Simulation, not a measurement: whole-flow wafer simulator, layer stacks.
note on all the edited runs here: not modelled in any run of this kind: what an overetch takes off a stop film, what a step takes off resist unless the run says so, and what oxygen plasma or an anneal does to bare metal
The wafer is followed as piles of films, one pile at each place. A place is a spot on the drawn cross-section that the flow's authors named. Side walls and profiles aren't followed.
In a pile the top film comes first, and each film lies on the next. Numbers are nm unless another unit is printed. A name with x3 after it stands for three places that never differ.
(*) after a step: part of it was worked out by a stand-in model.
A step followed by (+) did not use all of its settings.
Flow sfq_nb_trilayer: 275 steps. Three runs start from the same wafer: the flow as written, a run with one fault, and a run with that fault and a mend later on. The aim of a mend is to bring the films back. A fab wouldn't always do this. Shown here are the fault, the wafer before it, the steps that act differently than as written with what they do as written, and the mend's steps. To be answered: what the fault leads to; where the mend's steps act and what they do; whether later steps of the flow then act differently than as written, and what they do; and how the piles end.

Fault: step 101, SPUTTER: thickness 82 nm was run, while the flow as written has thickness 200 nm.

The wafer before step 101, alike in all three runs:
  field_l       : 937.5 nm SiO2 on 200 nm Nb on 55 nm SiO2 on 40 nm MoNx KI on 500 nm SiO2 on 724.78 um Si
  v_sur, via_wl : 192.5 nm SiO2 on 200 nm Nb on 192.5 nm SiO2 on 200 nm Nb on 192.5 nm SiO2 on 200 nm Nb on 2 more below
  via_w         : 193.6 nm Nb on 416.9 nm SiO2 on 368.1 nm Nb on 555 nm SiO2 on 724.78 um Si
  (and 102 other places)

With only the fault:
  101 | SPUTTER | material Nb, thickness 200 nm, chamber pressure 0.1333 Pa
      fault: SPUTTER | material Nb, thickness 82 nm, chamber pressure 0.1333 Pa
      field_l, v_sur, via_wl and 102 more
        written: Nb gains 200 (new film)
        fault: Nb gains 82 (new film)
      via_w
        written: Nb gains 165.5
        fault: Nb gains 67.6
  Later steps of the flow acting differently than as written (4 other steps are not shown; they differ only slightly, by no more than 2% or 0.5 nm, whichever is larger):
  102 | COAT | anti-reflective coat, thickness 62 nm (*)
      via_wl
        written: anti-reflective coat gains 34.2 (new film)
        fault: anti-reflective coat gains 31.8 (new film)
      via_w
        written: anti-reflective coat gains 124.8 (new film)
        fault: anti-reflective coat gains 118.9 (new film)
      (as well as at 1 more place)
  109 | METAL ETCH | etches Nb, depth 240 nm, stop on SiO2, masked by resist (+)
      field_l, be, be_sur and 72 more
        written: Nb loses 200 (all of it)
        fault: Nb loses 82 (all of it)
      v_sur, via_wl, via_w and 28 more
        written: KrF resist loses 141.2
        fault: KrF resist loses 72.4
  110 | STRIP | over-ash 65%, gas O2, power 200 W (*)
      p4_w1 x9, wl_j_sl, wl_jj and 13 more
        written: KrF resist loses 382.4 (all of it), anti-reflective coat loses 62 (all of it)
        fault: KrF resist loses 451.2 (all of it), anti-reflective coat loses 62 (all of it)
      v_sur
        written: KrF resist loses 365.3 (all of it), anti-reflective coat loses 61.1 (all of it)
        fault: KrF resist loses 436.6 (all of it), anti-reflective coat loses 60.6 (all of it)
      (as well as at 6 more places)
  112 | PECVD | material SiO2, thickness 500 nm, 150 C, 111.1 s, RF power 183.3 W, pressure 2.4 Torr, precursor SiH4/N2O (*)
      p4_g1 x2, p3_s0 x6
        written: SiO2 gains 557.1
        fault: SiO2 gains 500
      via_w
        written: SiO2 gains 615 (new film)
        fault: SiO2 gains 582 (new film)
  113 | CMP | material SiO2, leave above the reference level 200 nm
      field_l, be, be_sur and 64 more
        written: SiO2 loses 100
        fault: SiO2 loses 218
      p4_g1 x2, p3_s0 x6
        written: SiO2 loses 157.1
        fault: SiO2 loses 218
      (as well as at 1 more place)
  By the end, the piles at field_l, v_sur, via_wl and 103 more depart from the flow's by more than 2% or 0.5 nm, whichever is larger.
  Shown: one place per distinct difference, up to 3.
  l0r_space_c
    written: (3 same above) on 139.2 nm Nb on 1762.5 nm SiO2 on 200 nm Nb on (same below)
    fault: (3 same above) on 139.2 nm Nb on 1644.5 nm SiO2 on 200 nm Nb on (same below)
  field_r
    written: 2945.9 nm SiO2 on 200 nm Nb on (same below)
    fault: 2827.9 nm SiO2 on 200 nm Nb on (same below)
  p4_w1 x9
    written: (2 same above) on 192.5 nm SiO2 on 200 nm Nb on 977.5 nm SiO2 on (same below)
    fault: (2 same above) on 192.5 nm SiO2 on 82 nm Nb on 977.5 nm SiO2 on (same below)

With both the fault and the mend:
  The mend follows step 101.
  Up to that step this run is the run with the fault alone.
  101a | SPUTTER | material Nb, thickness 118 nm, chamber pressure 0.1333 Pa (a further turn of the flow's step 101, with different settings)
      field_l, v_sur, via_wl and 102 more
        Nb gains 118
      via_w
        Nb gains 97.6
  Every later step of the flow that is run acts as written, at every place that is followed, to within 2% or 0.5 nm, whichever is larger.
  The piles end only slightly different from the flow's at the places that both follow, by no more than 2% or 0.5 nm, whichever is larger.
